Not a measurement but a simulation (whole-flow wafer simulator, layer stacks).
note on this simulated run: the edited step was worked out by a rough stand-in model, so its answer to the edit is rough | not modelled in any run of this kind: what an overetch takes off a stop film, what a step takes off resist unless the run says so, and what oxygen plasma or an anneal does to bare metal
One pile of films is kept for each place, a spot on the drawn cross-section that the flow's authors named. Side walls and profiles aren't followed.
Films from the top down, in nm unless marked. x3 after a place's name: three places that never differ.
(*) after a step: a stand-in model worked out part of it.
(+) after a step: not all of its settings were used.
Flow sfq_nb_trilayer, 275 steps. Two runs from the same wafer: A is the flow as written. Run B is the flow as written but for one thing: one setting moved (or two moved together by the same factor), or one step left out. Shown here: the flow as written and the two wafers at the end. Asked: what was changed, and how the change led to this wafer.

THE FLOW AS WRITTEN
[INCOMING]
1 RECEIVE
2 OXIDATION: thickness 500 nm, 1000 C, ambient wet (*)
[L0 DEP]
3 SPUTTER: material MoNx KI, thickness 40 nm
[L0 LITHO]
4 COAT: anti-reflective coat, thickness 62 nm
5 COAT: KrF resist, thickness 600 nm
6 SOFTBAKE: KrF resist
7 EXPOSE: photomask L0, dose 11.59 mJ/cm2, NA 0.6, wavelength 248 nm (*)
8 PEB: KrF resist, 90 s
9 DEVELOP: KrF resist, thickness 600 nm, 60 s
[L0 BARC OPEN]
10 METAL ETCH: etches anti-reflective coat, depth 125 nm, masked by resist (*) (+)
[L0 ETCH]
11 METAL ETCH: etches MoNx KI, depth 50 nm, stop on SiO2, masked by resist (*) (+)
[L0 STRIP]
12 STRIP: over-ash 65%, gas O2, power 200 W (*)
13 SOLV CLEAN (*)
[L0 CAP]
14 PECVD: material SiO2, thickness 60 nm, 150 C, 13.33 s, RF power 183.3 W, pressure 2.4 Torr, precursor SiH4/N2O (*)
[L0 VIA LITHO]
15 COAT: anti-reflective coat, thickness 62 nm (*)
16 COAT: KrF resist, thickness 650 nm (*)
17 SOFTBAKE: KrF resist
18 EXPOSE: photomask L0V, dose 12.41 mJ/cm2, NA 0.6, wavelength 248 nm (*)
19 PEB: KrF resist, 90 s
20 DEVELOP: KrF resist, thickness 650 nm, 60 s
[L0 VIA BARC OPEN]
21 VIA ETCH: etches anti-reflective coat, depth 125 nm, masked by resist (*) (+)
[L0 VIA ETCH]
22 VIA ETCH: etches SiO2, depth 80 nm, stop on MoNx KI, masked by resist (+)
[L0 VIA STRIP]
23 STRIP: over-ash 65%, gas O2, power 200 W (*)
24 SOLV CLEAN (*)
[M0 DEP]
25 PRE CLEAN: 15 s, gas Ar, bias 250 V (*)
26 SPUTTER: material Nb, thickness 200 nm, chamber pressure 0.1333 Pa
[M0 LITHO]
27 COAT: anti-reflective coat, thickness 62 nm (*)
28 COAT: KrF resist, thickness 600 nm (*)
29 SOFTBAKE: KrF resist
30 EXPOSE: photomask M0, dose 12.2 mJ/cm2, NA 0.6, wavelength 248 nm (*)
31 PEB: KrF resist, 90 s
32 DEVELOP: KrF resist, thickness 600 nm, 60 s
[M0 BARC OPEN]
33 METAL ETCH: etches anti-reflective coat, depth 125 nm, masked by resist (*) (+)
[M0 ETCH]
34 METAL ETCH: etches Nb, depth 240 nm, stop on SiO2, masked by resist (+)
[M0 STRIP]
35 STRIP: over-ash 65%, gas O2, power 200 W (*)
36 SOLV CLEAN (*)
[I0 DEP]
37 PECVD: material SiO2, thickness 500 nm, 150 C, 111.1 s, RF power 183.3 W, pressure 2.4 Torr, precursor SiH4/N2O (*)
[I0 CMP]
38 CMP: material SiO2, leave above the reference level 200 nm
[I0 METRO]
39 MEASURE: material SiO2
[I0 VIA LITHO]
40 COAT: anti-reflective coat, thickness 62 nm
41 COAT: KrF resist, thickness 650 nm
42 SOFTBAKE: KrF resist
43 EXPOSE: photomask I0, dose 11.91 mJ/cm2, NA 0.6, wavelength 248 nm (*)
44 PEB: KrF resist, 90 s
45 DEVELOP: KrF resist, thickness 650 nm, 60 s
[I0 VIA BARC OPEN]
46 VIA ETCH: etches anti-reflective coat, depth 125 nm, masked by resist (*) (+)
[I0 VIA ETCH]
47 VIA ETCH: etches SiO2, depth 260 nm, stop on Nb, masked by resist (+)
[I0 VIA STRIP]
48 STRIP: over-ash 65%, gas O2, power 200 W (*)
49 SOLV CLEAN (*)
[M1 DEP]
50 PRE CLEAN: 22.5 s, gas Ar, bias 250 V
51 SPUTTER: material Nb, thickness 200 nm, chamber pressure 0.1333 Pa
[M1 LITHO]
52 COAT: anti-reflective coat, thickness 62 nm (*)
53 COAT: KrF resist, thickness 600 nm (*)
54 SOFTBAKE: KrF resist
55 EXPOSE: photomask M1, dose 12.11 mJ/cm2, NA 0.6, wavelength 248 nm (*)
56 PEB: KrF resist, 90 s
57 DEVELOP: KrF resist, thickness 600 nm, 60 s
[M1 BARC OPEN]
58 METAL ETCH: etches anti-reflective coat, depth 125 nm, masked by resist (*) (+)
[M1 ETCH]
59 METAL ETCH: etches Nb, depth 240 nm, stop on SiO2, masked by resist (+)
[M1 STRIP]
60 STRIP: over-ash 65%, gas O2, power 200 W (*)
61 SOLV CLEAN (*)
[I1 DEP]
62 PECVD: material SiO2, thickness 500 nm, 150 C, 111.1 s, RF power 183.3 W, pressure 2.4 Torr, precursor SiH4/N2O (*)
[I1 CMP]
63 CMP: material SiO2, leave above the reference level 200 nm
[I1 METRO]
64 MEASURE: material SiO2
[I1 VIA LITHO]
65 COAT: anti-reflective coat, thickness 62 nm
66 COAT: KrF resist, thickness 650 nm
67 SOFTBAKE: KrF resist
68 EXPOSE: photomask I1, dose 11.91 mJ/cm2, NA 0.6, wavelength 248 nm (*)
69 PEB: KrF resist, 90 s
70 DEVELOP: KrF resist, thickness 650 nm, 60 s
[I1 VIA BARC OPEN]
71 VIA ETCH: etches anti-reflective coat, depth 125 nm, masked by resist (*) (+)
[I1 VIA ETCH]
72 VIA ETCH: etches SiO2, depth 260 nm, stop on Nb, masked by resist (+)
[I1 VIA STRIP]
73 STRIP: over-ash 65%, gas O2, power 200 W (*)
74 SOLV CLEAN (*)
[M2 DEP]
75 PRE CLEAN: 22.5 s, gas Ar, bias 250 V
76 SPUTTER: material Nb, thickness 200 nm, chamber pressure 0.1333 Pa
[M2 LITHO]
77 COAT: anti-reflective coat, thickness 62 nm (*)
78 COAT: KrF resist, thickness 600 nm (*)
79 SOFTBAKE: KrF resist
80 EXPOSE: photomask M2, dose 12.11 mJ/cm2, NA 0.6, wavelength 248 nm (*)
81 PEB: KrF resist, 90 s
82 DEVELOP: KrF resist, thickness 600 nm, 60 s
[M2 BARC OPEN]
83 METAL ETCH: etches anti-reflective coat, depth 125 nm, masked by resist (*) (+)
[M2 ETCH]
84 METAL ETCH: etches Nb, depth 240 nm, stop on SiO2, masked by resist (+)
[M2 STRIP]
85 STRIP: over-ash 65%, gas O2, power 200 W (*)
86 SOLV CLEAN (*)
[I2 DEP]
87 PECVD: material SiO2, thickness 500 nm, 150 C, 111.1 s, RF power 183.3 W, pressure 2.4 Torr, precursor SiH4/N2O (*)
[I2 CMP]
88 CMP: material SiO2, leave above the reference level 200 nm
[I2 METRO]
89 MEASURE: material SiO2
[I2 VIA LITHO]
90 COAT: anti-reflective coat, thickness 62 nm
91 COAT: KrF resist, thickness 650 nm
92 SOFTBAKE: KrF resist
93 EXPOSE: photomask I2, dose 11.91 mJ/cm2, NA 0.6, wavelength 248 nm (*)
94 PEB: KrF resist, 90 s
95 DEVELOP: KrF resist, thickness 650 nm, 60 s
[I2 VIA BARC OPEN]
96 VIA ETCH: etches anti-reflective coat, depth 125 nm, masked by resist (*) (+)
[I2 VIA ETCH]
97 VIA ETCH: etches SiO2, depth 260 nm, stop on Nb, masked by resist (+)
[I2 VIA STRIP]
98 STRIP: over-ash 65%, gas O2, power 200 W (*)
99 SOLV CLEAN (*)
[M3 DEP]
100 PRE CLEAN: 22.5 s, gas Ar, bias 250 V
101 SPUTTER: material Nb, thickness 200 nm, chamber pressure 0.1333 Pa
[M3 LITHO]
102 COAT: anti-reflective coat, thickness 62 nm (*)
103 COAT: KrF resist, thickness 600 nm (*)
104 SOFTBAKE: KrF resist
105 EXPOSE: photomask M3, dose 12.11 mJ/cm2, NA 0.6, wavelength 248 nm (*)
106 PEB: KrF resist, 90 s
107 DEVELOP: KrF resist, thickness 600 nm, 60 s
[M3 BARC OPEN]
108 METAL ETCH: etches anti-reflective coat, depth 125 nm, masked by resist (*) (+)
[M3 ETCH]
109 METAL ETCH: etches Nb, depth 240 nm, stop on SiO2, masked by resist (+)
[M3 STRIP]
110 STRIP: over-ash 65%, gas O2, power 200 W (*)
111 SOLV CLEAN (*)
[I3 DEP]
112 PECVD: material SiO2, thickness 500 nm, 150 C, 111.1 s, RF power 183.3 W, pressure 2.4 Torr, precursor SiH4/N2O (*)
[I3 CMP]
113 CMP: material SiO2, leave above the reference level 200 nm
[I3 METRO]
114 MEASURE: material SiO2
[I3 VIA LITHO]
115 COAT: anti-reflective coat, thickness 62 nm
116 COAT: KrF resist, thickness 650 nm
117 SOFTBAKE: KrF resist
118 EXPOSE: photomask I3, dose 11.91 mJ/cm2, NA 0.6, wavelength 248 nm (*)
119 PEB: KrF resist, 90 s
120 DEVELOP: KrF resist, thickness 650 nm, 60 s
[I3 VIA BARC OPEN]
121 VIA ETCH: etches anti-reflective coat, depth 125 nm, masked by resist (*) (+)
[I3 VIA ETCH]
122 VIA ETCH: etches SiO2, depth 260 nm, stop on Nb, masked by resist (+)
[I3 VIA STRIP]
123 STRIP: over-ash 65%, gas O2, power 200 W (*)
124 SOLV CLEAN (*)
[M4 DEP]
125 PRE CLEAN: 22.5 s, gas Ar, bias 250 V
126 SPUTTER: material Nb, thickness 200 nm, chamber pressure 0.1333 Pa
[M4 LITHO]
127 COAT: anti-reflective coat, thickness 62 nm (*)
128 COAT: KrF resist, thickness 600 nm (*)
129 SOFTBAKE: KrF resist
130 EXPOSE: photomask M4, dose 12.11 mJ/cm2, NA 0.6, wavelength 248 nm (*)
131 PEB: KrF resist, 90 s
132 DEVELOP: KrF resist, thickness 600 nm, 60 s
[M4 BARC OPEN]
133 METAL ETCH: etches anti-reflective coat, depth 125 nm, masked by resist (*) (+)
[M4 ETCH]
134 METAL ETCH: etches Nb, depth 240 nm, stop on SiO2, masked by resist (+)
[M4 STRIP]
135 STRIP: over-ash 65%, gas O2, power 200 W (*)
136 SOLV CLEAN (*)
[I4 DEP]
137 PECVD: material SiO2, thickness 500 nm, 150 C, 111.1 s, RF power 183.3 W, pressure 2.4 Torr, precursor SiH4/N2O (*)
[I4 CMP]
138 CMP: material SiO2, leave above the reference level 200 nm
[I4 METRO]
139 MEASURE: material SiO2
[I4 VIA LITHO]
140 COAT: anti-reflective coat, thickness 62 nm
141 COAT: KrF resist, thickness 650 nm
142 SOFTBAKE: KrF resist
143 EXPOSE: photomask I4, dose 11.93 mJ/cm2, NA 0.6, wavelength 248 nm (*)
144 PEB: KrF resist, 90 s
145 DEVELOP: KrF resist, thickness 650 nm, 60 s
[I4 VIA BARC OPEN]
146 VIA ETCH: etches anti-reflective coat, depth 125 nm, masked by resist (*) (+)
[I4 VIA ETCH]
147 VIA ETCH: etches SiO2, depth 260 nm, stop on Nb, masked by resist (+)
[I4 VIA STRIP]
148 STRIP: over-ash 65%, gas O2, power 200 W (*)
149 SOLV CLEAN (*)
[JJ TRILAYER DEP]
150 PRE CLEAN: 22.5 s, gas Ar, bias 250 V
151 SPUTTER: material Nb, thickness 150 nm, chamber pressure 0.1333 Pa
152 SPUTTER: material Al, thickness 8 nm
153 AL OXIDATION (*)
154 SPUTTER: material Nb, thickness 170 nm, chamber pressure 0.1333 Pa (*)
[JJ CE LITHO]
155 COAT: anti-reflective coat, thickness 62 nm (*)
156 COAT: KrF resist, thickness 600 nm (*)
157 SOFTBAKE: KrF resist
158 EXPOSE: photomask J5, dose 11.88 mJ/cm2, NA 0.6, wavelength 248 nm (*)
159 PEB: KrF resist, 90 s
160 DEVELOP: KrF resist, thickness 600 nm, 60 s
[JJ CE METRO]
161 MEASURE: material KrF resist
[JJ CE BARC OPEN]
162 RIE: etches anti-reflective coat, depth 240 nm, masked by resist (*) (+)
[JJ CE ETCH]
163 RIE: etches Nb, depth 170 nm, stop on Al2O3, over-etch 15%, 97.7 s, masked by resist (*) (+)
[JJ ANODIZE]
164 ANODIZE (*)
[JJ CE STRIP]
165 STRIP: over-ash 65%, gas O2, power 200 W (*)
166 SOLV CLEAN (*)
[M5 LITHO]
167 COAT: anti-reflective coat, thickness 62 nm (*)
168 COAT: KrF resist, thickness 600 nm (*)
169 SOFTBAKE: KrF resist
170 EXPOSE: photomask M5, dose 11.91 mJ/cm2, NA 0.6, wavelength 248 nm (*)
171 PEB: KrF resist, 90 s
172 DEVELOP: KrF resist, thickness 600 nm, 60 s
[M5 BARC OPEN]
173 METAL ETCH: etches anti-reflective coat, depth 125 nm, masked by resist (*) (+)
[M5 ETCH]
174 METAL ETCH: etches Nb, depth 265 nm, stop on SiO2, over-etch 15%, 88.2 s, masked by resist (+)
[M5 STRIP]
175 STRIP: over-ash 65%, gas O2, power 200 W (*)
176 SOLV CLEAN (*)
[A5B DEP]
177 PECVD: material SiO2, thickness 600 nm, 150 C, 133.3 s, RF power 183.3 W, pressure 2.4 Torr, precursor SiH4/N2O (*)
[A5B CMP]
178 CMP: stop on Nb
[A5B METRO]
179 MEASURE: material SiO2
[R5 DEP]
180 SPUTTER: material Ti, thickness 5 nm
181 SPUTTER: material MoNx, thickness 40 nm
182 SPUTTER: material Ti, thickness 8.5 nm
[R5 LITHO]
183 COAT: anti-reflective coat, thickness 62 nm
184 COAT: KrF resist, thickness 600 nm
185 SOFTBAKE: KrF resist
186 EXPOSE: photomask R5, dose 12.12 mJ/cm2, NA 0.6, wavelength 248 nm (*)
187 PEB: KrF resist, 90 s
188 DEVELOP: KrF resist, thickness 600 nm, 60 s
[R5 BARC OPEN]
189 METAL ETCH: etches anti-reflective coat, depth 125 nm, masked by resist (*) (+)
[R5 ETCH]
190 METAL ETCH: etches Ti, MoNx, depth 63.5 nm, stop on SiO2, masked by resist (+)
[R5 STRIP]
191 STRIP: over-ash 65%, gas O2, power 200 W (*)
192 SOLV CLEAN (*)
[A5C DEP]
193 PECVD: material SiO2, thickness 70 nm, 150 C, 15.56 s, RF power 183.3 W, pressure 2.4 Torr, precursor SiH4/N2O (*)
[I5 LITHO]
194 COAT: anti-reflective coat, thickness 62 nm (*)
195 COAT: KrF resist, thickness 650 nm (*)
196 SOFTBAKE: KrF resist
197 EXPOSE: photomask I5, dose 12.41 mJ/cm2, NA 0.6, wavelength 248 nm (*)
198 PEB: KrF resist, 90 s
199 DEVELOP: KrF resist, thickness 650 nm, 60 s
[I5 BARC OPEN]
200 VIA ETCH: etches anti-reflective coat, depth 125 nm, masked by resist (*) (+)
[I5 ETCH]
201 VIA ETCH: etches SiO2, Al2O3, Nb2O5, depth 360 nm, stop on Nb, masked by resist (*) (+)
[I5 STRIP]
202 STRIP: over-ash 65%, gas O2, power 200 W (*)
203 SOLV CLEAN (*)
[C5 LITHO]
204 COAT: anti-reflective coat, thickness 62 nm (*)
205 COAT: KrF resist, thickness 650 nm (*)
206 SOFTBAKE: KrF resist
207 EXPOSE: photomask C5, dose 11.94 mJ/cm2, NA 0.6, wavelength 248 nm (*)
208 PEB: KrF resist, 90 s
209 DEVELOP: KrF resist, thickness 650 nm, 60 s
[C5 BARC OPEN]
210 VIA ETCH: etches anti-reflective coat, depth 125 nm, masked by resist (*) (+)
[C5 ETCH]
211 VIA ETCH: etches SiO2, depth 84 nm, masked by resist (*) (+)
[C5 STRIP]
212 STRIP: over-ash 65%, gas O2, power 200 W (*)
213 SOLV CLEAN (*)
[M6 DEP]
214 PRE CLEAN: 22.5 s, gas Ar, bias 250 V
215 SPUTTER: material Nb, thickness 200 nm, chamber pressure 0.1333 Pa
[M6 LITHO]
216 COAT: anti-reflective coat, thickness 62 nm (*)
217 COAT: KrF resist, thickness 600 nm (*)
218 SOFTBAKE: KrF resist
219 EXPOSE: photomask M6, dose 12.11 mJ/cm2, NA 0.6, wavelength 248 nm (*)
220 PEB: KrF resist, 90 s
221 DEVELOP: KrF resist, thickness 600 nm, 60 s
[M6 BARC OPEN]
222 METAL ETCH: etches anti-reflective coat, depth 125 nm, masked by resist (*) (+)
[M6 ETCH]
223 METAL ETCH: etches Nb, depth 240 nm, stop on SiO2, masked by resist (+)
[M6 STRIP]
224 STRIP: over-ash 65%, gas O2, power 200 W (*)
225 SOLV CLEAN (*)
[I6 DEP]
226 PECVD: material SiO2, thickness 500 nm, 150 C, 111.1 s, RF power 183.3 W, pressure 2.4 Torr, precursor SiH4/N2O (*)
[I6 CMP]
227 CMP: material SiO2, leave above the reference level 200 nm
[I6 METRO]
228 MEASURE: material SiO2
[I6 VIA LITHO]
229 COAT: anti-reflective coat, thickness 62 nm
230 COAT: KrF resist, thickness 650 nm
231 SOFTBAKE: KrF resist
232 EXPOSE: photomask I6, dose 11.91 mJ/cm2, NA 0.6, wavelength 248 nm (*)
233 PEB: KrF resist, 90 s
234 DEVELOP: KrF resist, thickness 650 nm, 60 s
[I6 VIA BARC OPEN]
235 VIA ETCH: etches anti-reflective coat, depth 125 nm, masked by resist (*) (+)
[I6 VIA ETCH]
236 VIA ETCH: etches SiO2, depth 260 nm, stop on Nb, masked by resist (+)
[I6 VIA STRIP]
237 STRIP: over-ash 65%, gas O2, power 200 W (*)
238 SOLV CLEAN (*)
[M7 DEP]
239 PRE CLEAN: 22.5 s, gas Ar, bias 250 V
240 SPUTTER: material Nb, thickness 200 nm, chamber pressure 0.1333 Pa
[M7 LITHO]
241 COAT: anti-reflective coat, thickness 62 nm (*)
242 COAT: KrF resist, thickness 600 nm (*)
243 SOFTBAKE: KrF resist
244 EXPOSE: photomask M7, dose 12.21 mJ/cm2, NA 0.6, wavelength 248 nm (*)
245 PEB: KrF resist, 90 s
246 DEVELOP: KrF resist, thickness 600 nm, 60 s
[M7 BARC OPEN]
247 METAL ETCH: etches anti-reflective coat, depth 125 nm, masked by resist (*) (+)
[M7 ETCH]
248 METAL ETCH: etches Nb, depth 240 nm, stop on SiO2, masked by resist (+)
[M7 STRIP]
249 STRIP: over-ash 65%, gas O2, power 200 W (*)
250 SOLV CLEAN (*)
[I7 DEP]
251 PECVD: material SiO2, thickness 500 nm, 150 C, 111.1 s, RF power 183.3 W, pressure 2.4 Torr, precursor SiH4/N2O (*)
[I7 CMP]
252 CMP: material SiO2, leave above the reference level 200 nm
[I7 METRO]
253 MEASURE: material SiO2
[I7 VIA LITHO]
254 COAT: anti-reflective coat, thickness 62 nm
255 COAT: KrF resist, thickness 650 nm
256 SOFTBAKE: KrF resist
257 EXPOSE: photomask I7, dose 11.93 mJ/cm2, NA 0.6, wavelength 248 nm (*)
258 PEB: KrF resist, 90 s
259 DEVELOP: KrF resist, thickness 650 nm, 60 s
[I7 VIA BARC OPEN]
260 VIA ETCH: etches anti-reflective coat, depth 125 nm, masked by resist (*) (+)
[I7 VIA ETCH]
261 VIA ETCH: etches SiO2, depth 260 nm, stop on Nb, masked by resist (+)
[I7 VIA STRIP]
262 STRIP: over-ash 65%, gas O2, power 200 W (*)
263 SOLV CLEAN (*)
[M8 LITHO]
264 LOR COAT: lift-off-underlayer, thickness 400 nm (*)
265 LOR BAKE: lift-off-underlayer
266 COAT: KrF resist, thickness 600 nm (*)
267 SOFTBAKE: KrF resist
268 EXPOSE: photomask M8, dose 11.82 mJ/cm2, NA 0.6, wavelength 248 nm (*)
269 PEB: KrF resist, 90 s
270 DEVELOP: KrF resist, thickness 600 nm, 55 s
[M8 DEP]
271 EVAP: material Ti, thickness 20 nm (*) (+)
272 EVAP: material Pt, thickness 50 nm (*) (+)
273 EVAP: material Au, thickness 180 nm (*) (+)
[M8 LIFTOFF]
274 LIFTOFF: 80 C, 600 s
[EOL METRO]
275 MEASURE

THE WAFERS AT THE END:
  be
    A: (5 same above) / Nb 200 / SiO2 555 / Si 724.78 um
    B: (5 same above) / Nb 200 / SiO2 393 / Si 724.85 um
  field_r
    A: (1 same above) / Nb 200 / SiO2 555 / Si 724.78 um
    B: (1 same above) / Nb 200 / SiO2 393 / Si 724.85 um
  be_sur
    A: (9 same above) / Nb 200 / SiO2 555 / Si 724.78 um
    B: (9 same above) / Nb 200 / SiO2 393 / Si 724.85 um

The cause: step 2, OXIDATION: thickness 338 nm was run, where the flow has thickness 500 nm.

How the change led to this, step by step:
  2 OXIDATION: thickness 500 nm, 1000 C, ambient wet (*)
      field_l, v_sur, via_wl and 103 more: A SiO2 +500 (new film), chemical SiO2 -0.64 (all of it), Si -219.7 | B SiO2 +338 (new film), chemical SiO2 -0.64 (all of it), Si -148.4
